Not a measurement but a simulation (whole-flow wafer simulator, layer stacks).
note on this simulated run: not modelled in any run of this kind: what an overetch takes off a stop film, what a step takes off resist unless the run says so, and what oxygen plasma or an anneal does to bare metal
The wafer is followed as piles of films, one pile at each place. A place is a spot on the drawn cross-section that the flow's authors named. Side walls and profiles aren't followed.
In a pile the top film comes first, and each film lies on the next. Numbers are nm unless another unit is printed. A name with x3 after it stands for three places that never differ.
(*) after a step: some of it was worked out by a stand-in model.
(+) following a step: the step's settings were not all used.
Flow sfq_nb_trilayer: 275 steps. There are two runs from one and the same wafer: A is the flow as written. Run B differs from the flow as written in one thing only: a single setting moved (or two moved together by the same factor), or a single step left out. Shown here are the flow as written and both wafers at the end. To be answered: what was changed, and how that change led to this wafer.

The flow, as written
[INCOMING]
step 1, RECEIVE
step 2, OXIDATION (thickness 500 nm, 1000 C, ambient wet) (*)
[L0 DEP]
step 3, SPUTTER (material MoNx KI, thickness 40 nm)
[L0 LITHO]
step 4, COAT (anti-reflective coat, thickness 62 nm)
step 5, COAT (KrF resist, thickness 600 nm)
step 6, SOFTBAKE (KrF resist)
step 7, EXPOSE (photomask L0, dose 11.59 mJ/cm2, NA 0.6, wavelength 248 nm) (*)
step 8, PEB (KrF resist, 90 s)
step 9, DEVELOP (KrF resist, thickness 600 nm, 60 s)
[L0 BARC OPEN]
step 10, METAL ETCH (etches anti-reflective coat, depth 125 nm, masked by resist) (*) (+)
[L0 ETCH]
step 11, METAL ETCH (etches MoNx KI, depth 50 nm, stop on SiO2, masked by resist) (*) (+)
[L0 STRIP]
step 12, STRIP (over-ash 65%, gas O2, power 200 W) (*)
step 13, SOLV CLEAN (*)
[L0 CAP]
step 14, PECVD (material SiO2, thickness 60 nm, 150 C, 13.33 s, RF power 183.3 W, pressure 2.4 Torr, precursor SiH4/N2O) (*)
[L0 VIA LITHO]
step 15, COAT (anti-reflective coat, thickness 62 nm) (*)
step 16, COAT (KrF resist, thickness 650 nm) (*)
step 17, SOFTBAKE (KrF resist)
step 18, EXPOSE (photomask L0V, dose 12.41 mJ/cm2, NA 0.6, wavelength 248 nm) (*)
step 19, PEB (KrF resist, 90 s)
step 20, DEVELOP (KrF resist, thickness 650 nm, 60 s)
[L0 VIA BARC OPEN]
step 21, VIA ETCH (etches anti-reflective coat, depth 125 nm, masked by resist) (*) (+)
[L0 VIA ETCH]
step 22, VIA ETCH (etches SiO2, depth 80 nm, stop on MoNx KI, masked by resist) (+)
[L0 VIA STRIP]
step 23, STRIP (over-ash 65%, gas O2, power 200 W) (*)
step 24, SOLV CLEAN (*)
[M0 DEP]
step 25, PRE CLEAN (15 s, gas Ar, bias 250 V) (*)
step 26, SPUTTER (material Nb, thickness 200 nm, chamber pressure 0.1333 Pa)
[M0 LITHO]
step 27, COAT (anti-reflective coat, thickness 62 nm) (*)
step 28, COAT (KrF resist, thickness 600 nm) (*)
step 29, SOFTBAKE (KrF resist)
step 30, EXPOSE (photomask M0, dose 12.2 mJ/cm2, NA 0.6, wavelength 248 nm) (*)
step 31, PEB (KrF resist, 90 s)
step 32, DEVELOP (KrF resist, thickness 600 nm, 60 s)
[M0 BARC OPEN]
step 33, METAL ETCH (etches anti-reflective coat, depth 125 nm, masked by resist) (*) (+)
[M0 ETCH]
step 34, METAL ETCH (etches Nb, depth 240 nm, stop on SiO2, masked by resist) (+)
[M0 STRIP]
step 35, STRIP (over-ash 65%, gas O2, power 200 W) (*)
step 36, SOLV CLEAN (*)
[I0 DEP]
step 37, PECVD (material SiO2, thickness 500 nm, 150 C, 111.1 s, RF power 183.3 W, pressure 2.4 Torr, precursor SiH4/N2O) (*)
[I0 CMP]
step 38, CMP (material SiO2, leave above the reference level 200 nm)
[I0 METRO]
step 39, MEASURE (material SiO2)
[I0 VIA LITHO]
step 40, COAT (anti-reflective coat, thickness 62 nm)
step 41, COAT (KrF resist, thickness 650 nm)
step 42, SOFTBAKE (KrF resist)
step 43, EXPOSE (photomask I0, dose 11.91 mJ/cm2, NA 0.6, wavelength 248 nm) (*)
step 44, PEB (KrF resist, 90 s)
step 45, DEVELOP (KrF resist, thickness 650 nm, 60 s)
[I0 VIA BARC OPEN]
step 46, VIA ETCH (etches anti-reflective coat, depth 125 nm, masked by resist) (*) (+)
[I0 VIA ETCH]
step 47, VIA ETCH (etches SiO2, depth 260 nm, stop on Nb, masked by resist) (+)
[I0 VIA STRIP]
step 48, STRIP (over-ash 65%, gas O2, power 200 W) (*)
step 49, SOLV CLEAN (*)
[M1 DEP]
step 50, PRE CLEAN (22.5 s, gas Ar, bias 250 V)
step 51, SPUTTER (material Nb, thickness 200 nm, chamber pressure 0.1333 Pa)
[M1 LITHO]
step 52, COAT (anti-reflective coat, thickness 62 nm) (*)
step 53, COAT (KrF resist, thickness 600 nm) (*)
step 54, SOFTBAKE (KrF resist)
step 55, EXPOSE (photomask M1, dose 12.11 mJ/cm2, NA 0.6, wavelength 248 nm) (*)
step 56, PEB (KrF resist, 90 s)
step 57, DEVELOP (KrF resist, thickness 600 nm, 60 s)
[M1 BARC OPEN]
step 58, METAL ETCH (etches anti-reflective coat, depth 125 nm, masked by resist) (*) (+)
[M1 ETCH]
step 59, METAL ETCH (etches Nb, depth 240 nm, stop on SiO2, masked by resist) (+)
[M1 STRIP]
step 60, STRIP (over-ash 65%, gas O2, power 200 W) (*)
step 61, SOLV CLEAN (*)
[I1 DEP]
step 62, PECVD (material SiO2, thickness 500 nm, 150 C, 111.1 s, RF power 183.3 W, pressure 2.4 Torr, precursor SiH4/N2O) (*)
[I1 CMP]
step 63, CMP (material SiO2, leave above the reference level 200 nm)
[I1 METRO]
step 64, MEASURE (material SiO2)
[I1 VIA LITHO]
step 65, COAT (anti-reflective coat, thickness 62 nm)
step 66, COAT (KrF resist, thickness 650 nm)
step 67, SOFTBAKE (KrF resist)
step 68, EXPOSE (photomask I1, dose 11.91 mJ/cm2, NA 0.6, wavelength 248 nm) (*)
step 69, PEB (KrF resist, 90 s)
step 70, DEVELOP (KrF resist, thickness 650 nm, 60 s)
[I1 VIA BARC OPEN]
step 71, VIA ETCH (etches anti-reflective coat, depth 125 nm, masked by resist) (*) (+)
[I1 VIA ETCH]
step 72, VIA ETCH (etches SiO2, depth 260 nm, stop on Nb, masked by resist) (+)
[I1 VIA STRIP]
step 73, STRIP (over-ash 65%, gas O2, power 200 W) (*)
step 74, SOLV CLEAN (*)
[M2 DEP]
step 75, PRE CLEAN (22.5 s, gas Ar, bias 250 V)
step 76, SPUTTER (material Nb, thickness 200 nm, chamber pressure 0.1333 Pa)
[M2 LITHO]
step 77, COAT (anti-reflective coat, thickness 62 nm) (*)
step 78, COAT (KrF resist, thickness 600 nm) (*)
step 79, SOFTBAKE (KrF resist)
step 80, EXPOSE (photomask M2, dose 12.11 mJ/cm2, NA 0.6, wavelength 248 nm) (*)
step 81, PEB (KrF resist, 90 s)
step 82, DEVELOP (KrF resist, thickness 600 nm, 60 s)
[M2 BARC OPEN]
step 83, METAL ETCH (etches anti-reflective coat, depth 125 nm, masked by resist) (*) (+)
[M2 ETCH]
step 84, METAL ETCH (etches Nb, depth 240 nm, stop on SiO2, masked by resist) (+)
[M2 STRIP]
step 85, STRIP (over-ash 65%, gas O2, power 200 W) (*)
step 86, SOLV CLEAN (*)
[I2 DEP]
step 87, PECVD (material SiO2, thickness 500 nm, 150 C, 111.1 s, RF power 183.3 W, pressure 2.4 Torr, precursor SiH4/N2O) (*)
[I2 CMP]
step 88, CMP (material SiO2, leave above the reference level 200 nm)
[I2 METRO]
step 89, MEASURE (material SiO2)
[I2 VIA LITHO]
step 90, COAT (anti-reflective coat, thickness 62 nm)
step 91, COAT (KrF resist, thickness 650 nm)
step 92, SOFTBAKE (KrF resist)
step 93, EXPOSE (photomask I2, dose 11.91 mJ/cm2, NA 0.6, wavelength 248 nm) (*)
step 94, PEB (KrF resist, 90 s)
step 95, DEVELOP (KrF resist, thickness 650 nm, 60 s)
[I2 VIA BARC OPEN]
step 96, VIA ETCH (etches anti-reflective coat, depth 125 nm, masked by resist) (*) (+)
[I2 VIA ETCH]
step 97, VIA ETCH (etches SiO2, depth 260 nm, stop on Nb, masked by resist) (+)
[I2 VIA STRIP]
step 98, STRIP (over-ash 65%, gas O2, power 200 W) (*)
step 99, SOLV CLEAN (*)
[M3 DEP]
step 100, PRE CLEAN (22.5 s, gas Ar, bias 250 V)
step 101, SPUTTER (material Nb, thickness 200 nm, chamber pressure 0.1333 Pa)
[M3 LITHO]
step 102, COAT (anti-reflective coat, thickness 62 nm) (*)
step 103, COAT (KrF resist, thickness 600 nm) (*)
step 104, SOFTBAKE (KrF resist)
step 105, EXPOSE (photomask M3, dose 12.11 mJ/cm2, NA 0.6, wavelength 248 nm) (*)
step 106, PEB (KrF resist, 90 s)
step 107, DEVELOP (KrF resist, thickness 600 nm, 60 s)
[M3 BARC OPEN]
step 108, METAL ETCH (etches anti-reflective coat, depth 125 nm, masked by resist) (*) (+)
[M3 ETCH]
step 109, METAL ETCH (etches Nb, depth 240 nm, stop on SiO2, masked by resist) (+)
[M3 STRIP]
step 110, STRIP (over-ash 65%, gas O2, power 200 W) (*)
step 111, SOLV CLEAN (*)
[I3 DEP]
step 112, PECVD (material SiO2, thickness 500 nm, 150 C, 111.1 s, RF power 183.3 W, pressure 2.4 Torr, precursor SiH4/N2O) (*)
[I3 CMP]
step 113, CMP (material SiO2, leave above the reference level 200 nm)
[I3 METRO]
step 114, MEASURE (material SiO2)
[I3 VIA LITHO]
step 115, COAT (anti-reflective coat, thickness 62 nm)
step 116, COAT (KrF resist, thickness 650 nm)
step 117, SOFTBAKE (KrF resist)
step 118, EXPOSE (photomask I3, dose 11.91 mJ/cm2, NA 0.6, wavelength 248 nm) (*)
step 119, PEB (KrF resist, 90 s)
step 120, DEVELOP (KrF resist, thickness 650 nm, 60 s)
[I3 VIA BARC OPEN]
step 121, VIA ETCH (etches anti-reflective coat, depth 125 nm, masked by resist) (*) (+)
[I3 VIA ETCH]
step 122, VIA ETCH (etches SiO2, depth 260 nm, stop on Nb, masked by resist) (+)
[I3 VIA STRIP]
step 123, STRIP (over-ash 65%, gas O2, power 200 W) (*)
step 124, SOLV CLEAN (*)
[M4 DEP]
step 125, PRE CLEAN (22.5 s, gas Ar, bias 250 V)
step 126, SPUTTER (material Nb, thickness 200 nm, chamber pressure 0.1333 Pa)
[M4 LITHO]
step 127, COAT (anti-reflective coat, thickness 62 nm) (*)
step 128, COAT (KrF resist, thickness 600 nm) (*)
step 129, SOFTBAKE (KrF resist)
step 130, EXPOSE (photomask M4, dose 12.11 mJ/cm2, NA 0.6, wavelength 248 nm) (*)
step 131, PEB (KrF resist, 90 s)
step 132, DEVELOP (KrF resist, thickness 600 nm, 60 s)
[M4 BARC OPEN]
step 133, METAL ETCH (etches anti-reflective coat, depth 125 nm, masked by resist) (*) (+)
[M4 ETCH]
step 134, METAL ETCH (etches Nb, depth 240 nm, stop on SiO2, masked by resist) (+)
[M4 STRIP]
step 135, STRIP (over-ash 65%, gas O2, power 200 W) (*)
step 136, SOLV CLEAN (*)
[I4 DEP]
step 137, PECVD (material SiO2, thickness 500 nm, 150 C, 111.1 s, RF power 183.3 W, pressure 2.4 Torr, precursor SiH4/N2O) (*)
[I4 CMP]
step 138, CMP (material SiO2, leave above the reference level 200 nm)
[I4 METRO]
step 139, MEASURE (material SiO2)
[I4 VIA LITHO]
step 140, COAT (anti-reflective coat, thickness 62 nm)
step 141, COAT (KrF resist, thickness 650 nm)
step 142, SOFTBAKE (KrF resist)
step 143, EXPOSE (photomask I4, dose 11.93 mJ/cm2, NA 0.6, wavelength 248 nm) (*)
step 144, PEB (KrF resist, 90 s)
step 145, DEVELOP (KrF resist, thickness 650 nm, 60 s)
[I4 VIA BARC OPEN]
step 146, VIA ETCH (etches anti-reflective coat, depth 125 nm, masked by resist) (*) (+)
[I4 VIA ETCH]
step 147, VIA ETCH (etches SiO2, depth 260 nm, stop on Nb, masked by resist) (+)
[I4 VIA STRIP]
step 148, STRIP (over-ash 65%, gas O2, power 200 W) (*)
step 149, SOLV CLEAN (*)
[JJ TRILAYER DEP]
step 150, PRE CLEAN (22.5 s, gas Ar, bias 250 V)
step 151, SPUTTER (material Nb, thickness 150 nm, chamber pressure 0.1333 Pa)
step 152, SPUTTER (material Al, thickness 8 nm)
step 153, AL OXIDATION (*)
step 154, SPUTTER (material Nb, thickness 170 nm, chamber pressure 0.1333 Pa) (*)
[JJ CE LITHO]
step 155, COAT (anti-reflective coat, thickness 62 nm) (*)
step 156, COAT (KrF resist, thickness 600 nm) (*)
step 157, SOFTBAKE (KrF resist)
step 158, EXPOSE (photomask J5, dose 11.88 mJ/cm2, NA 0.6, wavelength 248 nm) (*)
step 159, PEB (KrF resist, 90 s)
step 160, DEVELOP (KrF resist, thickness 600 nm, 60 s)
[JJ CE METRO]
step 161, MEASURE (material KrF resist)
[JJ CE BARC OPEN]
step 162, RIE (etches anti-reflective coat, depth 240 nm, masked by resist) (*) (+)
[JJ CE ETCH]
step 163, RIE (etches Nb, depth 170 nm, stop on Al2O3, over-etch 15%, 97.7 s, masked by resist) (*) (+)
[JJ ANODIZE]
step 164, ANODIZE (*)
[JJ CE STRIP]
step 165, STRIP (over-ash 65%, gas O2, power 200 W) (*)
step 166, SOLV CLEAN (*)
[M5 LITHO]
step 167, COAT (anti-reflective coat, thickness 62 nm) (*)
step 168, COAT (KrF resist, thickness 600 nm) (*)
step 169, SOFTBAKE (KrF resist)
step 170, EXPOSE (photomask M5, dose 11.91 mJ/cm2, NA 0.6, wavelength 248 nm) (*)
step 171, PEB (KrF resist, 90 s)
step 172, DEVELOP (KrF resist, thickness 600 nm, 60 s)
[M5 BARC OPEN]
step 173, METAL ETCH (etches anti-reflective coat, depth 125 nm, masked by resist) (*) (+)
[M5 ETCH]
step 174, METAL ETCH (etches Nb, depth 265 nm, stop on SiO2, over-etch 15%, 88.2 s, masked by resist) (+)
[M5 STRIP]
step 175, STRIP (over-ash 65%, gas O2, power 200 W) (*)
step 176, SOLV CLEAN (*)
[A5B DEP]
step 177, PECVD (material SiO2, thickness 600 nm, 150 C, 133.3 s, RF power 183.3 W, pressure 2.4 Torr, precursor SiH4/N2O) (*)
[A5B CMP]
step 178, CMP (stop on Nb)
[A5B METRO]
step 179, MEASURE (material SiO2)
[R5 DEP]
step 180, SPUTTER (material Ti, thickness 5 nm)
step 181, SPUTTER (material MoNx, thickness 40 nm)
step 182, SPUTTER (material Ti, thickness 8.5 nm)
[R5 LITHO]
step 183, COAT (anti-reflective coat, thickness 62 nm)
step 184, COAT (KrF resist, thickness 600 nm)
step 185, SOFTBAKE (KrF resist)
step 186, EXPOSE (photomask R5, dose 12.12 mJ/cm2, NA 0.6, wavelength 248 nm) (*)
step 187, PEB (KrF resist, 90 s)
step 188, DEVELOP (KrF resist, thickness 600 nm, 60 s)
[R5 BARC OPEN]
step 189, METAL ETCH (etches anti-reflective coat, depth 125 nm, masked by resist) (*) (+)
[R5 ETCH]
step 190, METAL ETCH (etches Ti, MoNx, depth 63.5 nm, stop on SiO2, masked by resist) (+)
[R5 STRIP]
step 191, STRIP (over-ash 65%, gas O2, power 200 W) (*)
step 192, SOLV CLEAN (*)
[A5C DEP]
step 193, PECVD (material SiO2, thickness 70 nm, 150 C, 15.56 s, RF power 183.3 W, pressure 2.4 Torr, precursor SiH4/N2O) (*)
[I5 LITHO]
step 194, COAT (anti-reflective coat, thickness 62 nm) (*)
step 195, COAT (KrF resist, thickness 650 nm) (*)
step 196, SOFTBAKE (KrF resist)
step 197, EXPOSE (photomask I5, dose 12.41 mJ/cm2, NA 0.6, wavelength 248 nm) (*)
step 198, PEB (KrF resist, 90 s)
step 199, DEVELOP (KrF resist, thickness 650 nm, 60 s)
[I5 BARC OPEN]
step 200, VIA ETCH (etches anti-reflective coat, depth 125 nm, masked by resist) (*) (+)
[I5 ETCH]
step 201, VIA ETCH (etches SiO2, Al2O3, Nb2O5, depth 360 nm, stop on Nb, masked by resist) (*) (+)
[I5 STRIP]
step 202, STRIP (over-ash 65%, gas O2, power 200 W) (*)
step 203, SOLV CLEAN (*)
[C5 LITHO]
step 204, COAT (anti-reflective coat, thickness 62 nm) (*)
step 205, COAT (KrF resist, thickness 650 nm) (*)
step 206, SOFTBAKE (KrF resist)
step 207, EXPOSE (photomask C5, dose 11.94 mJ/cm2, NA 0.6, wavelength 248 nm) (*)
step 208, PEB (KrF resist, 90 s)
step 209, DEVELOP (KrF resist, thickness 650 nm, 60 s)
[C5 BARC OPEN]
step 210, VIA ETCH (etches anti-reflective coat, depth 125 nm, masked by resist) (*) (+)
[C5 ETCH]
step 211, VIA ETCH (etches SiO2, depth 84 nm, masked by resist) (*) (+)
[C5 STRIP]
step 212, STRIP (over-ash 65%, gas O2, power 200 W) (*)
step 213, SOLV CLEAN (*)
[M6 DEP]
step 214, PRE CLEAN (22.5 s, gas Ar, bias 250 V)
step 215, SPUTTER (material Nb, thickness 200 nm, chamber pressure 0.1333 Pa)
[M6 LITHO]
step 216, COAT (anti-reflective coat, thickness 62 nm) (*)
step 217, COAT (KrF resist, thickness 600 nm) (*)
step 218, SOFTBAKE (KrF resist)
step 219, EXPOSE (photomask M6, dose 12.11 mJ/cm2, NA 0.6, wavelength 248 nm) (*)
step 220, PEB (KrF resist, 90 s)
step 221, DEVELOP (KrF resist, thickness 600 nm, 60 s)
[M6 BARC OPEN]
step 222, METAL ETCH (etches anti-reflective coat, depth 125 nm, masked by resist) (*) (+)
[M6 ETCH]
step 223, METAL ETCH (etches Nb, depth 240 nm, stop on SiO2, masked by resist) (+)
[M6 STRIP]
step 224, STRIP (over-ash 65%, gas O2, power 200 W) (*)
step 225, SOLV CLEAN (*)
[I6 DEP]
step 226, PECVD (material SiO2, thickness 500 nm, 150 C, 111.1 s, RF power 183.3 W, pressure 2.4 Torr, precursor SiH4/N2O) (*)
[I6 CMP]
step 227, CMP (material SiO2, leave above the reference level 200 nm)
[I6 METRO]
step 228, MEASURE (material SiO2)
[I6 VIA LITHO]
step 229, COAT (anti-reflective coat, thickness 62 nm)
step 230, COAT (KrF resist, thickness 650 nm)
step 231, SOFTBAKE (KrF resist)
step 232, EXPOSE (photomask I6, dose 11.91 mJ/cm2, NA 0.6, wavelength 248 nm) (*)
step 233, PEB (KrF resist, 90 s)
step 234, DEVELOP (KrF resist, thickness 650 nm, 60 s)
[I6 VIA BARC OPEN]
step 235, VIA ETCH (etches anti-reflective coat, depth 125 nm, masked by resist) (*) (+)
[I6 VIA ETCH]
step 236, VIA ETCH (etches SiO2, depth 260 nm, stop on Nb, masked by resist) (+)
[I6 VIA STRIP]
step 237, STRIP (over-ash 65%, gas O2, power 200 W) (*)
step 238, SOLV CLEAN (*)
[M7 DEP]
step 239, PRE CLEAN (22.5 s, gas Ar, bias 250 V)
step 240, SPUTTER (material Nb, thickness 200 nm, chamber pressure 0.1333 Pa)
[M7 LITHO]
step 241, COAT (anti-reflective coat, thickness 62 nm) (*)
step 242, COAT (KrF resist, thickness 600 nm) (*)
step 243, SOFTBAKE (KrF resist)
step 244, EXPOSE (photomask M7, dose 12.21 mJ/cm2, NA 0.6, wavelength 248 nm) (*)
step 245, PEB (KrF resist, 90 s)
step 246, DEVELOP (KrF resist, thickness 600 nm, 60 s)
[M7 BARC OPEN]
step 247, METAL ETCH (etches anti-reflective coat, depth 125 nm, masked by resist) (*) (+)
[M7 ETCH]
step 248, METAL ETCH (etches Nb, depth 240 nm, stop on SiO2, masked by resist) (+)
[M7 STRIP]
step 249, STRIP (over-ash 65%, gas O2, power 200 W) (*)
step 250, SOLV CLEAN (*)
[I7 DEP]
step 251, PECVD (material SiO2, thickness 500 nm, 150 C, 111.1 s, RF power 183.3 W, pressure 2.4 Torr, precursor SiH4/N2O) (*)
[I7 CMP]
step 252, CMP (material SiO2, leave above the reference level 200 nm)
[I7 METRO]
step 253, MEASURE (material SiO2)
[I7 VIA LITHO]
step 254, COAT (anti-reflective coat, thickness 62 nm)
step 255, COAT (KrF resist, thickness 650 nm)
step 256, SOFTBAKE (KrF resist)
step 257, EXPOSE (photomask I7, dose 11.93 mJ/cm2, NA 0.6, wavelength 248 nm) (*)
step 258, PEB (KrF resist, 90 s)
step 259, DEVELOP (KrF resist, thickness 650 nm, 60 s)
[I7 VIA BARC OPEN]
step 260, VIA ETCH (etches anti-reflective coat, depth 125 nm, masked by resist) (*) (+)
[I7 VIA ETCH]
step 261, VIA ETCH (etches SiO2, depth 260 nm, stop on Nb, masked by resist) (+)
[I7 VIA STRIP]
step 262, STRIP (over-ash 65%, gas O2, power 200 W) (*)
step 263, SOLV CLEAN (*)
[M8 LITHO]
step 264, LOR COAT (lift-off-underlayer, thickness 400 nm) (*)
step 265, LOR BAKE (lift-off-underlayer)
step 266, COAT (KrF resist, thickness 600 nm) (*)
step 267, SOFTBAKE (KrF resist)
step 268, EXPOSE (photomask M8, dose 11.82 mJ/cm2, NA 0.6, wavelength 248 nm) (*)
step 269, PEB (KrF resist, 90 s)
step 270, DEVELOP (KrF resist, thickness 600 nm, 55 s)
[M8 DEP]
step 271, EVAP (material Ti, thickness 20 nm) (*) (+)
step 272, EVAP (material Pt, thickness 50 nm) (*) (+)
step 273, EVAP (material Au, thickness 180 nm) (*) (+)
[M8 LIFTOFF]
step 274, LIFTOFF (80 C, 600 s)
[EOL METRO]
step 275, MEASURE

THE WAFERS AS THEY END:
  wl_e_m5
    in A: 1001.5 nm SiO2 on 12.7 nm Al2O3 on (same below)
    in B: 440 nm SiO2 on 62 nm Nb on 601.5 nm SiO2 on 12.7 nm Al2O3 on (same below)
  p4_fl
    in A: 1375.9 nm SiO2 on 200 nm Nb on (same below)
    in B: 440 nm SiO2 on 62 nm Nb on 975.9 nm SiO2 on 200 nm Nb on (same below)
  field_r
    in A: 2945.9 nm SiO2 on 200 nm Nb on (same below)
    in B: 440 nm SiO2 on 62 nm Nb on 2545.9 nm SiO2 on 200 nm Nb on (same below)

The reason: step 240, SPUTTER: thickness 302 nm was run, whereas the flow has thickness 200 nm.

How this came from the change, step by step:
  step 240, SPUTTER (material Nb, thickness 200 nm, chamber pressure 0.1333 Pa)
      field_l, v_sur, via_wl and 102 more: A Nb gains 200 (new film) | B Nb gains 302 (new film)
      via_v: A Nb gains 161.1 | B Nb gains 243.9
  step 241, COAT (anti-reflective coat, thickness 62 nm) (*)
      via_v: A anti-reflective coat gains 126 (new film) | B anti-reflective coat gains 129.4 (new film)
  step 248, METAL ETCH (etches Nb, depth 240 nm, stop on SiO2, masked by resist) (+)
      field_l, field_r, lsp_l and 62 more: A Nb loses 200 (all of it) | B Nb loses 240
  step 249, STRIP (over-ash 65%, gas O2, power 200 W) (*)
      via_v: A KrF resist loses 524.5 (all of it), anti-reflective coat loses 126 (all of it) | B KrF resist loses 537.6 (all of it), anti-reflective coat loses 129.4 (all of it)
  step 251, PECVD (material SiO2, thickness 500 nm, 150 C, 111.1 s, RF power 183.3 W, pressure 2.4 Torr, precursor SiH4/N2O) (*)
      field_l, p4_fl, p4_fm and 56 more: A SiO2 gains 500 | B SiO2 gains 500 (new film)
      field_r, lsp_l: A SiO2 gains 477.7 | B SiO2 gains 473.2 (new film)
      (and at 4 other places as well)
  step 252, CMP (material SiO2, leave above the reference level 200 nm)
      field_l, p4_fl, p4_fm and 56 more: A SiO2 loses 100 | B SiO2 loses 60
      field_r, lsp_l: A SiO2 loses 77.7 | B SiO2 loses 33.2
      (and at 3 other places as well)
Taking metal films that touch as one body, wl_e_m5 has 7 bodies (between them, from the top down: SiO2 601.5 / Al2O3 12.7 / Nb2O5 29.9; SiO2 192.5; SiO2 192.5; SiO2 192.5; SiO2 192.5; SiO2 192.5); the flow as written gives 6 bodies (between them, from the top down: SiO2 192.5; SiO2 192.5; SiO2 192.5; SiO2 192.5; SiO2 192.5).
Taking metal films that touch as one body, p4_fl has 3 bodies (between them, from the top down: SiO2 975.9; SiO2 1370); the flow as written gives 2 bodies (between them, from the top down: SiO2 1370).
Taking metal films that touch as one body, field_r has 2 bodies (between them, from the top down: SiO2 2545.9); the flow as written gives 1 body.
